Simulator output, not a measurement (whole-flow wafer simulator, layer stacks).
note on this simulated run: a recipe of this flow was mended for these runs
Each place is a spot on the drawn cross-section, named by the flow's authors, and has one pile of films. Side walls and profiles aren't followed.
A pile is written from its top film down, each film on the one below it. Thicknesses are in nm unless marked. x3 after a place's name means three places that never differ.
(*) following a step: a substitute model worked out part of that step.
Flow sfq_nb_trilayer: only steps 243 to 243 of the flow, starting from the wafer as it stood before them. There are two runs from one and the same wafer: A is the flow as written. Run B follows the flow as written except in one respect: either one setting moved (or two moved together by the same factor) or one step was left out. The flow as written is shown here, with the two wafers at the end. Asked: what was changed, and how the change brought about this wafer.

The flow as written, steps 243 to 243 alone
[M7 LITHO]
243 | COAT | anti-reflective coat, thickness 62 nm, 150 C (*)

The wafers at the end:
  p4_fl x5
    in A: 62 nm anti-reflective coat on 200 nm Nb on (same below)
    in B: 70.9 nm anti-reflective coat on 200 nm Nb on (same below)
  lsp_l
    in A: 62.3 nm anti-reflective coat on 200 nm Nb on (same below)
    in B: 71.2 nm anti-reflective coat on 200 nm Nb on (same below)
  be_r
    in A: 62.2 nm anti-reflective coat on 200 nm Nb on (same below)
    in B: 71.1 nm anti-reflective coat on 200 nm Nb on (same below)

The reason: step 243, COAT: thickness 70.9 nm was run, whereas the flow has thickness 62 nm.
The wafer lets one read it off: p4_fl x5 has anti-reflective coat 70.9, and step 243 as written asks for 62 nm.

How this came from the change, step by step:
  243 | COAT | anti-reflective coat, thickness 62 nm, 150 C (*)
      p4_fl x5, p4_w1 x9, p3_s0 x15 and 48 more: A +62 anti-reflective coat (new film) | B +70.9 anti-reflective coat (new film)
      lsp_l, ln_m5, lsp_m, ln_m6, lsp_r, l0_sur, l0v: A +62.3 anti-reflective coat (new film) | B +71.2 anti-reflective coat (new film)
      (also at 22 further places)
